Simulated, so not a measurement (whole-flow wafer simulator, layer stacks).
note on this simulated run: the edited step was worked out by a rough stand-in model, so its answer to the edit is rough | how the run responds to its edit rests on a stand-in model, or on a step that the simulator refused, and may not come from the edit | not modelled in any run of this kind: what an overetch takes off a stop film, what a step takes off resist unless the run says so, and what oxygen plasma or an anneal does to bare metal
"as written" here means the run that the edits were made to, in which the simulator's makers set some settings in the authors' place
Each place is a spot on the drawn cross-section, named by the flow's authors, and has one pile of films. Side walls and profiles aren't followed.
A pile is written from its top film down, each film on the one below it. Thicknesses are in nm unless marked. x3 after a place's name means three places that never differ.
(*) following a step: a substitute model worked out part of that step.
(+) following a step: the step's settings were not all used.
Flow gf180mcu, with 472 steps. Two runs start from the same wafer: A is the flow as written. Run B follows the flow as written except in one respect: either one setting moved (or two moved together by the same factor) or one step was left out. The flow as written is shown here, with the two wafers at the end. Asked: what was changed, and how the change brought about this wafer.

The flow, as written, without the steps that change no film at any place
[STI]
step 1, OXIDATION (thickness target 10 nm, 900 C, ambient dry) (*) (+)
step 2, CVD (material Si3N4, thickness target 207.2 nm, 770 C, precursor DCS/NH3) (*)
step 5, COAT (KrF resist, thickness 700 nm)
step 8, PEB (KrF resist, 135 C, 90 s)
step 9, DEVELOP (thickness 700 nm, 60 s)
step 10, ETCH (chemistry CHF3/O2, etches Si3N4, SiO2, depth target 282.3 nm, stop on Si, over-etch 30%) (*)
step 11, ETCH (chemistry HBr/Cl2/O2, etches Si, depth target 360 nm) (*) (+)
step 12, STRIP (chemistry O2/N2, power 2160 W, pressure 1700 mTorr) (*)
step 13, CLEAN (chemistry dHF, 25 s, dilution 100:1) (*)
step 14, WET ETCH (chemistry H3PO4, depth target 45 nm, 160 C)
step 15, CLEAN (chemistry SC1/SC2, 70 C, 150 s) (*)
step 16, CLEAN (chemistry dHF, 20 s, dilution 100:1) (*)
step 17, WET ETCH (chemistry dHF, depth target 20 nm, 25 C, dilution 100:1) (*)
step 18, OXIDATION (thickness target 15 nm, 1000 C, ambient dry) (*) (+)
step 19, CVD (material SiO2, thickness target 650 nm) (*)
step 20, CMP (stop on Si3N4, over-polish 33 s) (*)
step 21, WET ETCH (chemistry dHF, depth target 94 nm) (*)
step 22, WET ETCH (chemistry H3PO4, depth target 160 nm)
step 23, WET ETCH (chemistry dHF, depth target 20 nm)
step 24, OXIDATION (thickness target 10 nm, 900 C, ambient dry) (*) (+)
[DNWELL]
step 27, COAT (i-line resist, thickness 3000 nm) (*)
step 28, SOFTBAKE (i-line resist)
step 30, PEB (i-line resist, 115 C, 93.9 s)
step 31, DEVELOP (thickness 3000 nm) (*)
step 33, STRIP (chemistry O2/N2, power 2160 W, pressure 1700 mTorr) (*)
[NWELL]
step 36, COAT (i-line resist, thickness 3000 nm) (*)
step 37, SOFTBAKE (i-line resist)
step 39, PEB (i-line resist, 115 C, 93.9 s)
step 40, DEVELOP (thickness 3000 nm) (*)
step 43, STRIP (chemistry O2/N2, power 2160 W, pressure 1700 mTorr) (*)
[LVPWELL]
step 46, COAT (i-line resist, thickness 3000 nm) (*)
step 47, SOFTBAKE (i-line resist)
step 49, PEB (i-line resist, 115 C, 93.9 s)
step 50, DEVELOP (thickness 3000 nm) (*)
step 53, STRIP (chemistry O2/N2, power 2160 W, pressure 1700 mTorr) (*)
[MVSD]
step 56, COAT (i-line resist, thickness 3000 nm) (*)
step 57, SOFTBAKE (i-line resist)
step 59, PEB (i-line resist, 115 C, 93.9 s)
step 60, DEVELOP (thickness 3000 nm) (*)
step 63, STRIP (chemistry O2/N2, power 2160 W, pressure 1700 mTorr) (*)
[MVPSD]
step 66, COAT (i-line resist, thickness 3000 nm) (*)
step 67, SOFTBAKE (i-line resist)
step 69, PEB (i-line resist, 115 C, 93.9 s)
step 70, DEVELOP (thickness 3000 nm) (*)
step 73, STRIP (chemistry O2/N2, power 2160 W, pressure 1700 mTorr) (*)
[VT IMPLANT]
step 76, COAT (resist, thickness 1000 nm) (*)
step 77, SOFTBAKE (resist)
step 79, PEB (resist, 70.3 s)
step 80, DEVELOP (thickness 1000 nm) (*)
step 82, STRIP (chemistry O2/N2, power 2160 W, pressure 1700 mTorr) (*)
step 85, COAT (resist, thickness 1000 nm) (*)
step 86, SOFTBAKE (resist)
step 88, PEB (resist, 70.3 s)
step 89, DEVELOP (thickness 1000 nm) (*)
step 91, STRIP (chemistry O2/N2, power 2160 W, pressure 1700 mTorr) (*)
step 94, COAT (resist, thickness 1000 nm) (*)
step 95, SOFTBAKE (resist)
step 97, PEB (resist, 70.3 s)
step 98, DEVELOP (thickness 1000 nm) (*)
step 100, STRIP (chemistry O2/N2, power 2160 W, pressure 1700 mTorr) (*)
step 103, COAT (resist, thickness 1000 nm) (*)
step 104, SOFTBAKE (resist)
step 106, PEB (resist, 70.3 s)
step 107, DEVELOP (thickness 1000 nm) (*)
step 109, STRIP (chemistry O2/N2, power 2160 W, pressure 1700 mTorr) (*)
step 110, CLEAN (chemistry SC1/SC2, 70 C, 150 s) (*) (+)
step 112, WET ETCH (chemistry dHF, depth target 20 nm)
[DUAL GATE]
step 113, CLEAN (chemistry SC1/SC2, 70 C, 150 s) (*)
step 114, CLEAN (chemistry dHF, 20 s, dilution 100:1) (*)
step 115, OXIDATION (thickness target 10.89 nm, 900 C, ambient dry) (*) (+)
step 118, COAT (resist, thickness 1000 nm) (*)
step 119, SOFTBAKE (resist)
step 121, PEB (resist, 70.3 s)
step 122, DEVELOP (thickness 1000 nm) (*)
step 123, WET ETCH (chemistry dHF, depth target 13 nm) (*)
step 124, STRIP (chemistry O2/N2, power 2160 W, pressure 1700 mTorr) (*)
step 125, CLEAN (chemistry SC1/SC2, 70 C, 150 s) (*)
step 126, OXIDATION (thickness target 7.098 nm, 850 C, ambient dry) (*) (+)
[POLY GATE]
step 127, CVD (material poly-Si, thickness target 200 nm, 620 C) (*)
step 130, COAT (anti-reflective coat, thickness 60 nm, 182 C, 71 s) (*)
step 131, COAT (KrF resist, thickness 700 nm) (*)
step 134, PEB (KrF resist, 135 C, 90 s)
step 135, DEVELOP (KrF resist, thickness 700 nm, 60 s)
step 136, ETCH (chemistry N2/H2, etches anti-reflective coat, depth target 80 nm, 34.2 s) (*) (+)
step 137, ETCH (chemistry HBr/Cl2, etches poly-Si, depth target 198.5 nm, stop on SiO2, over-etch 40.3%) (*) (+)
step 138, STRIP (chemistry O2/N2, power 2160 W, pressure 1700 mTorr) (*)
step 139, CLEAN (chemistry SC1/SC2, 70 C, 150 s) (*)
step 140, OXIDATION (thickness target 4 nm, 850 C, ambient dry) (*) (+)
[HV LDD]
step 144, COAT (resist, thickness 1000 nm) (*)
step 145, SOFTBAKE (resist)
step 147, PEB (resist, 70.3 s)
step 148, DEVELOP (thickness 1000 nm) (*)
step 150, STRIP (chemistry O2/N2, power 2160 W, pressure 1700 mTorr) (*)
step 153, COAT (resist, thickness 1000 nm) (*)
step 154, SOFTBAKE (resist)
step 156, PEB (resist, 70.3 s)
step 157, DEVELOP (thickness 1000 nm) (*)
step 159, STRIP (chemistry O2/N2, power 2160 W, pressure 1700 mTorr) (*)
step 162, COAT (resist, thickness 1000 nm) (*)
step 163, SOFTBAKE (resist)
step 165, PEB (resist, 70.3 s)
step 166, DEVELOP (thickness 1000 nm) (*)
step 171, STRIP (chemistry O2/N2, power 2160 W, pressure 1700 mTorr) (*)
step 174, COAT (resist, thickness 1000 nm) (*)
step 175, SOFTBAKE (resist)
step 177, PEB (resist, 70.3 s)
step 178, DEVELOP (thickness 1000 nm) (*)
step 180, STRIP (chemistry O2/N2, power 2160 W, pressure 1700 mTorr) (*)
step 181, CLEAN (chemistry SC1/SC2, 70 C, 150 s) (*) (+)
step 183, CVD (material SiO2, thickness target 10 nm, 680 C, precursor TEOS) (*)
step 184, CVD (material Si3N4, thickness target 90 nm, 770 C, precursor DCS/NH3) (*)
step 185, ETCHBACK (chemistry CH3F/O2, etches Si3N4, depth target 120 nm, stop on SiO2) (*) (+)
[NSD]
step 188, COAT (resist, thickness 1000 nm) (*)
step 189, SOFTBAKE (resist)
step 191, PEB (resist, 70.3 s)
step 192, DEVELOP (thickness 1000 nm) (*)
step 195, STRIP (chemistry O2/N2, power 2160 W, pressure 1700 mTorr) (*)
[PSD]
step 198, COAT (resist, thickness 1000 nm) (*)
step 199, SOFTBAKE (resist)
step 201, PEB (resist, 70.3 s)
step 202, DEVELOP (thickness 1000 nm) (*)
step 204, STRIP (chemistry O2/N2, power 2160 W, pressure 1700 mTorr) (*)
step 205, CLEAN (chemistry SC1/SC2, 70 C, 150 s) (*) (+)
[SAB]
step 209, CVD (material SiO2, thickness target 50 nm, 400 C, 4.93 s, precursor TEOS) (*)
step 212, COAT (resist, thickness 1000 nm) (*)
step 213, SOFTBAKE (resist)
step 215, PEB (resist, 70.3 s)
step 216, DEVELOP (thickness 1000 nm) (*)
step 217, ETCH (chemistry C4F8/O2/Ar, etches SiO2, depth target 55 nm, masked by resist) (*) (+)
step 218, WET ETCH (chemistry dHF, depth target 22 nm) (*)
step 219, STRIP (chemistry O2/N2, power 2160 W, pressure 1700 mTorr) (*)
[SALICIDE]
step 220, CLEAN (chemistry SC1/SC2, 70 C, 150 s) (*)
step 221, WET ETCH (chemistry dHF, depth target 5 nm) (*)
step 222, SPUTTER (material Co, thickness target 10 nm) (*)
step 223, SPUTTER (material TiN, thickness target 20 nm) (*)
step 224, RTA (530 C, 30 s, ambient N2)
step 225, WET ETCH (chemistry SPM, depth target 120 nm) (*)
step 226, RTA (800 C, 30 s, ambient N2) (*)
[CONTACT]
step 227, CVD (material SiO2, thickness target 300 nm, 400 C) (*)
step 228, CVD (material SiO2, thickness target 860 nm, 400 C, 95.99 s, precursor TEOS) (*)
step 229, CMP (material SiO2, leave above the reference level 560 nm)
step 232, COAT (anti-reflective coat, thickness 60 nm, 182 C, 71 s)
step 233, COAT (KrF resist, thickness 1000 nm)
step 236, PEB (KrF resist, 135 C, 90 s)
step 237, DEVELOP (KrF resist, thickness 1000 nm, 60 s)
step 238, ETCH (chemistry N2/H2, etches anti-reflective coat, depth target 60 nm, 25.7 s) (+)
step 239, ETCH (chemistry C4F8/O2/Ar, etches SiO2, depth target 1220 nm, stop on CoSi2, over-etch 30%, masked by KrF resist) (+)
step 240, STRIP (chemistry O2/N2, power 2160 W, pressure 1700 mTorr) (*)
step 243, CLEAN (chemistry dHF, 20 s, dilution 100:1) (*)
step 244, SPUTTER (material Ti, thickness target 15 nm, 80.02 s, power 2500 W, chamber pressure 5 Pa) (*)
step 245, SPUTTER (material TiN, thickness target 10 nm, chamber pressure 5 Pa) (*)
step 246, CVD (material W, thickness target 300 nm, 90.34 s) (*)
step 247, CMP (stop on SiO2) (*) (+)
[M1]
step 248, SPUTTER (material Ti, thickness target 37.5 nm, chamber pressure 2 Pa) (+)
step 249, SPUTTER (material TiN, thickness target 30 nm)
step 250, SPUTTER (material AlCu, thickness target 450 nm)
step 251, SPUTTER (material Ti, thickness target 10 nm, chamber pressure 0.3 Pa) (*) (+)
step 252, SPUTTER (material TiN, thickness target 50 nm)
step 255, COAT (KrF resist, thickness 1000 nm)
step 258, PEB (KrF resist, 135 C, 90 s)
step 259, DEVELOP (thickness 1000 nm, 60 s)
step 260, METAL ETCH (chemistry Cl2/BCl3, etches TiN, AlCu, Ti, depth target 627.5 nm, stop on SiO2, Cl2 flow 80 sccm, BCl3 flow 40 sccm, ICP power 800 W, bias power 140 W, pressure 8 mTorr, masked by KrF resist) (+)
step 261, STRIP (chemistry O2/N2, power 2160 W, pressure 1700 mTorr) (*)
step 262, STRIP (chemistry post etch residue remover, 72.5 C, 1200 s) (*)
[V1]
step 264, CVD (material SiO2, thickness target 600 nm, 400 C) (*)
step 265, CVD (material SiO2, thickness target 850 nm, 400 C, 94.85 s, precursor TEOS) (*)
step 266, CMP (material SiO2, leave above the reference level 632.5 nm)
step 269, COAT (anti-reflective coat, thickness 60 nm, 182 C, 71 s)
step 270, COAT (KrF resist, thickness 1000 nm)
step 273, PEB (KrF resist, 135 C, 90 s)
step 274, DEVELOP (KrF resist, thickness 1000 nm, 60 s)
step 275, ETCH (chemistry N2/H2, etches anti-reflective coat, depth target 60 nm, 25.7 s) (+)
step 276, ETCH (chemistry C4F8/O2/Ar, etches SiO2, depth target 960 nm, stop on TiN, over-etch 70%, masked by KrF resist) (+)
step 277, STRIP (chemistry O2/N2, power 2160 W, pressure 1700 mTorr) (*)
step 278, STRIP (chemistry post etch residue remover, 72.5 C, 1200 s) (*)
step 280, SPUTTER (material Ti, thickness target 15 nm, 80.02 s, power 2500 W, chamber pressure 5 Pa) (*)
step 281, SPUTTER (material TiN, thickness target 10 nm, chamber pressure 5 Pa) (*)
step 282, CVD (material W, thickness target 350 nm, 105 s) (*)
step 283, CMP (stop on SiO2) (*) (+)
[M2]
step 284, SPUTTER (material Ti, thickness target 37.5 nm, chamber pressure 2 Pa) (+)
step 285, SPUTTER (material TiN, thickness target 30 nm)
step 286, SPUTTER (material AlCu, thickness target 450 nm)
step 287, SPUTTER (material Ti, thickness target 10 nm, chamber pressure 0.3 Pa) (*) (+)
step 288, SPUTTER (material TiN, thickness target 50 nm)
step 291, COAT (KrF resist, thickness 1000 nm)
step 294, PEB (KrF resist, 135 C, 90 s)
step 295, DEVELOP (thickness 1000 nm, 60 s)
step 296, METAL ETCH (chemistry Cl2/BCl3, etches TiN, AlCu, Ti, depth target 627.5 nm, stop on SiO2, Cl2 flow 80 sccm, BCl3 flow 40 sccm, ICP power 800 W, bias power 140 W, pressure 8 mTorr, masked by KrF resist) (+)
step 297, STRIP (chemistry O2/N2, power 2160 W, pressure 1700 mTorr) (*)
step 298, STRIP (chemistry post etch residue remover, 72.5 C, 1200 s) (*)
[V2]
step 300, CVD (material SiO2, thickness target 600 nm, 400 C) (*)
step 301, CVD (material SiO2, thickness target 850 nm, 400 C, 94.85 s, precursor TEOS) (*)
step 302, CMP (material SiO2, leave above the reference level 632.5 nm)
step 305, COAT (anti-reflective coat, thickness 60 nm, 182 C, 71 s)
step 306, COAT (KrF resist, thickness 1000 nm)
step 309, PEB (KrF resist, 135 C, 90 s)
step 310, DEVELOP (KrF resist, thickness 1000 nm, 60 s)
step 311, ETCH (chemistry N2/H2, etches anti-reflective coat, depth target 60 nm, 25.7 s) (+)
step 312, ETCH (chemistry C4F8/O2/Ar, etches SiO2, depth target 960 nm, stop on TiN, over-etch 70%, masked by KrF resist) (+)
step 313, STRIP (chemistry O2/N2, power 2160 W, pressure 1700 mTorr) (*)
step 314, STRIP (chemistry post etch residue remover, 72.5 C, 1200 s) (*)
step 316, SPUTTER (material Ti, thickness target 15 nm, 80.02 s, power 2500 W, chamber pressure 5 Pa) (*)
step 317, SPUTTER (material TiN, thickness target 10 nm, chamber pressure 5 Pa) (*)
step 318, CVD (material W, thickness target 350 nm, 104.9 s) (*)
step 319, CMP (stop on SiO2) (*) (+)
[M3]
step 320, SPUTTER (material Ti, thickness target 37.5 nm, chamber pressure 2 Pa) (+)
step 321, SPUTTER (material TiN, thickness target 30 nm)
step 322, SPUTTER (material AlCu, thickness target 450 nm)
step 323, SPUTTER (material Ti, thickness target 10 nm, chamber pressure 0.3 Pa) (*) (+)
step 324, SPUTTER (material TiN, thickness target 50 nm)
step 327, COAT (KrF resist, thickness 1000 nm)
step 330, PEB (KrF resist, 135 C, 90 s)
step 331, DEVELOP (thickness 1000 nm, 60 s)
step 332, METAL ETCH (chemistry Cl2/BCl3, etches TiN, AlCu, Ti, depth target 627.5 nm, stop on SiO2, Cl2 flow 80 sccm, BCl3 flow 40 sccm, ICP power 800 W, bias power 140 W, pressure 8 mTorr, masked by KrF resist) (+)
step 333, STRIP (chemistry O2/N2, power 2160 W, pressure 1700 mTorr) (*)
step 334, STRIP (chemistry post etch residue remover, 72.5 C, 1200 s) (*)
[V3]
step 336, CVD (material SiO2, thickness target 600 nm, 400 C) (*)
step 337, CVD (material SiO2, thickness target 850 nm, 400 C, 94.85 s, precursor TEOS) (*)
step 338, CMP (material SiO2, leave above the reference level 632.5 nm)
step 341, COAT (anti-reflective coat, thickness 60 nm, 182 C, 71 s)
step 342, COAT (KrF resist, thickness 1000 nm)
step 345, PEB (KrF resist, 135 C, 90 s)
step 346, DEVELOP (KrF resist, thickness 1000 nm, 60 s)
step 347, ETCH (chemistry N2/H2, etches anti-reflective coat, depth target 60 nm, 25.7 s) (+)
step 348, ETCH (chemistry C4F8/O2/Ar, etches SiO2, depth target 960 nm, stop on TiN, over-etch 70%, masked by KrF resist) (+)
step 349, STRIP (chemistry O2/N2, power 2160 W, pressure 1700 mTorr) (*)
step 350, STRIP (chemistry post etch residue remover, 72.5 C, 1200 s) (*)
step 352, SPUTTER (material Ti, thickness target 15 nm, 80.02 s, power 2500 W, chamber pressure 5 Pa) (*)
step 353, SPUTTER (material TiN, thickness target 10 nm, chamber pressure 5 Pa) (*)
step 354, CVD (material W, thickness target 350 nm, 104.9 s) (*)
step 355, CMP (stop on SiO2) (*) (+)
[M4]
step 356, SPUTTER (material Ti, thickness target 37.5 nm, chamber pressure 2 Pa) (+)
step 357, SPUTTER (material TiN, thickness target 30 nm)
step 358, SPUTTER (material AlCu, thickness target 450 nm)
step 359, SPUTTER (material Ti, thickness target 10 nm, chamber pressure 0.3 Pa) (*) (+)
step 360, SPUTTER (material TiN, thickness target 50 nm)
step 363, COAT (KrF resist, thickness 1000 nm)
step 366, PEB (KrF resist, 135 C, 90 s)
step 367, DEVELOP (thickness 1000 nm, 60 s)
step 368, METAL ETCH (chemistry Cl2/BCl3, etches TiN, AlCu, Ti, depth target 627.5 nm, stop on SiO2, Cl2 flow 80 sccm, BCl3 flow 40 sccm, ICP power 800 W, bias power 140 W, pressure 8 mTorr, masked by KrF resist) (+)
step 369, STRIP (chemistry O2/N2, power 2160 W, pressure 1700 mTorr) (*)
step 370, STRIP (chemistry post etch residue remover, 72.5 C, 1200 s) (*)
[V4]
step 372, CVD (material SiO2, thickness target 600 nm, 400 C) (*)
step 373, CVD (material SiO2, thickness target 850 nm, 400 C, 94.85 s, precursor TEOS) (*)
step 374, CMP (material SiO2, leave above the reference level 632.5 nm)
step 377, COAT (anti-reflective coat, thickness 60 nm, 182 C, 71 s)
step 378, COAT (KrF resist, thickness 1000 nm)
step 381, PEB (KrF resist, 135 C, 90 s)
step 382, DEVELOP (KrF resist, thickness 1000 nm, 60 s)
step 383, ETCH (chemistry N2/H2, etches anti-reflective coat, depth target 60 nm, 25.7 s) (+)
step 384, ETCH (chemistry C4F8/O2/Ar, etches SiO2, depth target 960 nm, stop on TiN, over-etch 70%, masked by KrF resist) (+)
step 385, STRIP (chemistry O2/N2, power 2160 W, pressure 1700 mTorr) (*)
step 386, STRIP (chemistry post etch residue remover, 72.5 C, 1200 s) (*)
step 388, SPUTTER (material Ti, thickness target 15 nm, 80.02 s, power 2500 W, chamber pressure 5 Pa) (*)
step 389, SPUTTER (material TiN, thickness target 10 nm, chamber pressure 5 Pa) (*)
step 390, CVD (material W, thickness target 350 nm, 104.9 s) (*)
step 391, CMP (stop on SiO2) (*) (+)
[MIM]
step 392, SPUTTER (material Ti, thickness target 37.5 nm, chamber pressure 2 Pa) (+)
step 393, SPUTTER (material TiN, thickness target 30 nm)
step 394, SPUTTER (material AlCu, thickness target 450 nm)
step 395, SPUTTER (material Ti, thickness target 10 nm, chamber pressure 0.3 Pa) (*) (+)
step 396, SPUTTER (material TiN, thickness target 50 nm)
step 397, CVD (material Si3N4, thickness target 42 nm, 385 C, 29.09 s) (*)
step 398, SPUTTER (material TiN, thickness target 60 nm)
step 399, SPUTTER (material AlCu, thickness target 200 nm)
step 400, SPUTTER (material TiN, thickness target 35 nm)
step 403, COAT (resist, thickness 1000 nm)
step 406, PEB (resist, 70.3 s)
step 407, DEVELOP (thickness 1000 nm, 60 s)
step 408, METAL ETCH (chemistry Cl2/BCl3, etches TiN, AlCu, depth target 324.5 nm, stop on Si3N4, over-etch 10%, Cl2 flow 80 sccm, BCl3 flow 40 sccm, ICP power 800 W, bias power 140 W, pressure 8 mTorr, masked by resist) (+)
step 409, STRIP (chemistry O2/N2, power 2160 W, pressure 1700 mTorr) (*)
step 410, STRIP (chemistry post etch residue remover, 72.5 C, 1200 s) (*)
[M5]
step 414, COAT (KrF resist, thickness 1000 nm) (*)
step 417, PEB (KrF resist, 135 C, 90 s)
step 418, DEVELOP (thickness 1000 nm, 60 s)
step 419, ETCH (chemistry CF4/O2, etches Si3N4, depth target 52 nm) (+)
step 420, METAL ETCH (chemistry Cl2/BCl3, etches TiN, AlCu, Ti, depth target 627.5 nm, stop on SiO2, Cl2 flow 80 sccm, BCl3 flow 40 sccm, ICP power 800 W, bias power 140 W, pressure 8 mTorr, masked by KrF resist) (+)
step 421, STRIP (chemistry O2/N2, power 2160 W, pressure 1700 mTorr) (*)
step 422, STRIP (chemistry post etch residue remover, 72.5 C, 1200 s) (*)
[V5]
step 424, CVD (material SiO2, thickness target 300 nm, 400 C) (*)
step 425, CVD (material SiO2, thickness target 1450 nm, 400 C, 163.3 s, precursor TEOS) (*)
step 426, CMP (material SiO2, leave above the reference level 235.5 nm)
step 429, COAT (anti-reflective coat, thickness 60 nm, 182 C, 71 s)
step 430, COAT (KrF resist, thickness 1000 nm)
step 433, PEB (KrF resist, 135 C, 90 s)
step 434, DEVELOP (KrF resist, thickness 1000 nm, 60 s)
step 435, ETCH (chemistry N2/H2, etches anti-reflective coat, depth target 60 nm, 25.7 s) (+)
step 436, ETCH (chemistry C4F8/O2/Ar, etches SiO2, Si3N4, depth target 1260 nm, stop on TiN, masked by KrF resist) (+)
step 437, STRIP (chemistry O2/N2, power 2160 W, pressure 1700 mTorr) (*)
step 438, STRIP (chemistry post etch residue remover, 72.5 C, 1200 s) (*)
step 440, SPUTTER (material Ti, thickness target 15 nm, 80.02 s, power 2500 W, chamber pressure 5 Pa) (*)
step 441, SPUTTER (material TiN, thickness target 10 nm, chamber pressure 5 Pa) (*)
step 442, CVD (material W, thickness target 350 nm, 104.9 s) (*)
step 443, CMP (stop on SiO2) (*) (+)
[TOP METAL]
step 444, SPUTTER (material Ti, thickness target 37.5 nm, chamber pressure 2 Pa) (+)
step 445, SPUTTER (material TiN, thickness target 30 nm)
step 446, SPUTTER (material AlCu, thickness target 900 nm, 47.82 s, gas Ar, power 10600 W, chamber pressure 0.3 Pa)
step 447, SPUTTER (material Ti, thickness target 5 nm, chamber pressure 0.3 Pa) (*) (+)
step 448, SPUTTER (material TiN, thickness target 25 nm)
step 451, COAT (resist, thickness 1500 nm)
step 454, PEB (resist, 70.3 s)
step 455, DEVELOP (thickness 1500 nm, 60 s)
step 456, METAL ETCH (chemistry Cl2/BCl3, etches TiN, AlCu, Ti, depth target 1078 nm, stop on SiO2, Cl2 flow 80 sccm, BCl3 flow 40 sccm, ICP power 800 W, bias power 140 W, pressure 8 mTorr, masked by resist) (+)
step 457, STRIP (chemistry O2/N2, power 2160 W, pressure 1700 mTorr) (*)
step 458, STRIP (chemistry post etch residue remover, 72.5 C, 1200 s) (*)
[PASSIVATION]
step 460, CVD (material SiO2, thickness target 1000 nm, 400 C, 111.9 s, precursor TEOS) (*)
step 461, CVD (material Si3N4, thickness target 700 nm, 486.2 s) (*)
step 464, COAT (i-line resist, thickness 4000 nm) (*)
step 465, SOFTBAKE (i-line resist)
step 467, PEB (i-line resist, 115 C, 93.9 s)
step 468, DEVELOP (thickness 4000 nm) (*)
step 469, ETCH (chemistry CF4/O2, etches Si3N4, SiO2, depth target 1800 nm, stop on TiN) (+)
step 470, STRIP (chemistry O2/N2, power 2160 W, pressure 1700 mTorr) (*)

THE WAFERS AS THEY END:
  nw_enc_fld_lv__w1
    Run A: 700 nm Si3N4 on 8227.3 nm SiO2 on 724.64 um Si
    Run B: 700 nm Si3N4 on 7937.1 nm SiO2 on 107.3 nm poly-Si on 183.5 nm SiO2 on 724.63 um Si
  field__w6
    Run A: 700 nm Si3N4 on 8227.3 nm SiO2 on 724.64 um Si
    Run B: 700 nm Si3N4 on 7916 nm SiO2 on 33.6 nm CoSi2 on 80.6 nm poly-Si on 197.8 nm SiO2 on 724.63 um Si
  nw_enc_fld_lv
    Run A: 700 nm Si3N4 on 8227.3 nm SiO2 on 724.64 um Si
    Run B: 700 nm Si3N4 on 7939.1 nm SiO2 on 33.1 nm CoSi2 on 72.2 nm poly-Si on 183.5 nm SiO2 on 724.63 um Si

Cause: step 19, CVD: thickness target 325 nm was run, while the flow as written has thickness target 650 nm.

Step by step, how the change led to this:
  step 19, CVD (material SiO2, thickness target 650 nm) (*)
      active, n_well, p_well and 40 more: A SiO2 gains 650 (new film) | B SiO2 gains 325 (new film)
      field, field_sub, sti and 23 more: A SiO2 gains 650 | B SiO2 gains 325
      (and at 11 other places as well)
  step 20, CMP (stop on Si3N4, over-polish 33 s) (*)
      sti, mim_1p0, pad and 11 more: A SiO2 loses 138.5 | B nothing
      nw_enc_fld, nw_enc_fld_lv: A SiO2 loses 142.5 | B nothing
      (and at 64 other places as well)
  step 24, OXIDATION (thickness target 10 nm, 900 C, ambient dry) (*) (+)
      sti, m1, mim_1p0 and 14 more: A SiO2 gains 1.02, Si loses 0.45 | B SiO2 gains 1.6, Si loses 0.71
      field_sub, npoly_u, ppoly_u, ppoly_sal, m1_nw: A SiO2 gains 1.03, Si loses 0.45 | B SiO2 gains 1.6, Si loses 0.71
      (and at 5 other places as well)
  step 27, COAT (i-line resist, thickness 3000 nm) (*)
      p_well, spacer, sd_n: A i-line resist gains 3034 (new film) | B i-line resist gains 2858.9 (new film)
      ldp_fp, ldp_dft: A i-line resist gains 2987.7 (new film) | B i-line resist gains 2867.7 (new film)
      (and at 58 other places as well)
  step 28, SOFTBAKE (i-line resist)
      field: A i-line resist gains 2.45 | B i-line resist loses 10.4
      field_sub: A i-line resist gains 1.87 | B i-line resist loses 6.79
      (and at 73 other places as well)
  step 30, PEB (i-line resist, 115 C, 93.9 s)
      active_nat, gate_nat, ld_sd_n and 6 more: A i-line resist loses 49 | B i-line resist loses 47.4
      iso_ptap_sub, ldn_acc, ldn_drn, ldp_src, ldp_ch, ldp_acc, ldp_drn: A i-line resist loses 49.2 | B i-line resist loses 47
      (and at 46 other places as well)
  step 31, DEVELOP (thickness 3000 nm) (*)
      field_sub__w2: A i-line resist loses 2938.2 (all of it) | B i-line resist loses 3010.5 (all of it)
      field_sub__w3: A i-line resist loses 2938.3 (all of it) | B i-line resist loses 3015.4 (all of it)
      (and at 16 other places as well)
  step 33, STRIP (chemistry O2/N2, power 2160 W, pressure 1700 mTorr) (*)
      p_well, spacer, sd_n: A i-line resist loses 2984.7 (all of it) | B i-line resist loses 2812.4 (all of it)
      field: A i-line resist loses 2942.1 (all of it) | B i-line resist loses 3016.4 (all of it)
      (and at 39 other places as well)
  step 36, COAT (i-line resist, thickness 3000 nm) (*)
      p_well, spacer, sd_n: A i-line resist gains 3034 (new film) | B i-line resist gains 2858.9 (new film)
      ldp_fp, ldp_dft: A i-line resist gains 2987.7 (new film) | B i-line resist gains 2867.7 (new film)
      (and at 58 other places as well)
  step 37, SOFTBAKE (i-line resist)
      field: A i-line resist gains 2.45 | B i-line resist loses 10.4
      field_sub: A i-line resist gains 1.87 | B i-line resist loses 6.79
      (and at 73 other places as well)
  step 39, PEB (i-line resist, 115 C, 93.9 s)
      active_nat, gate_nat, ld_sd_n and 6 more: A i-line resist loses 49 | B i-line resist loses 47.4
      iso_ptap_sub, ldn_acc, ldn_drn, ldp_src, ldp_ch, ldp_acc, ldp_drn: A i-line resist loses 49.2 | B i-line resist loses 47
      (and at 46 other places as well)
  step 40, DEVELOP (thickness 3000 nm) (*)
      iso_ntap_nw, vpnp_e: A i-line resist loses 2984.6 (all of it) | B i-line resist loses 2818.9 (all of it)
      n_well: A i-line resist loses 2973.2 (all of it) | B i-line resist loses 2865.6 (all of it)
      (and at 13 other places as well)
  step 43, STRIP (chemistry O2/N2, power 2160 W, pressure 1700 mTorr) (*)
      p_well, spacer, sd_n: A i-line resist loses 2984.7 (all of it) | B i-line resist loses 2812.4 (all of it)
      field: A i-line resist loses 2942.1 (all of it) | B i-line resist loses 3016.4 (all of it)
      (and at 41 other places as well)
  step 46, COAT (i-line resist, thickness 3000 nm) (*)
      p_well, spacer, sd_n: A i-line resist gains 3034 (new film) | B i-line resist gains 2858.9 (new film)
      ldp_fp, ldp_dft: A i-line resist gains 2987.7 (new film) | B i-line resist gains 2867.7 (new film)
      (and at 58 other places as well)
  step 47, SOFTBAKE (i-line resist)
      field: A i-line resist gains 2.45 | B i-line resist loses 10.4
      field_sub: A i-line resist gains 1.87 | B i-line resist loses 6.79
      (and at 73 other places as well)
  step 49, PEB (i-line resist, 115 C, 93.9 s)
      active_nat, gate_nat, ld_sd_n and 6 more: A i-line resist loses 49 | B i-line resist loses 47.4
      iso_ptap_sub, ldn_acc, ldn_drn, ldp_src, ldp_ch, ldp_acc, ldp_drn: A i-line resist loses 49.2 | B i-line resist loses 47
      (and at 46 other places as well)
  ... 95 other steps ...
  step 246, CVD (material W, thickness target 300 nm, 90.34 s) (*)
      polyc_n, polyc_p: A W gains 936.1 (new film) | B W gains 1121.6 (new film)
With metal films that touch counted as one body, field__w6 has 1 body; the flow as written gives 0 bodies.
With metal films that touch counted as one body, nw_enc_fld_lv has 1 body; the flow as written gives 0 bodies.
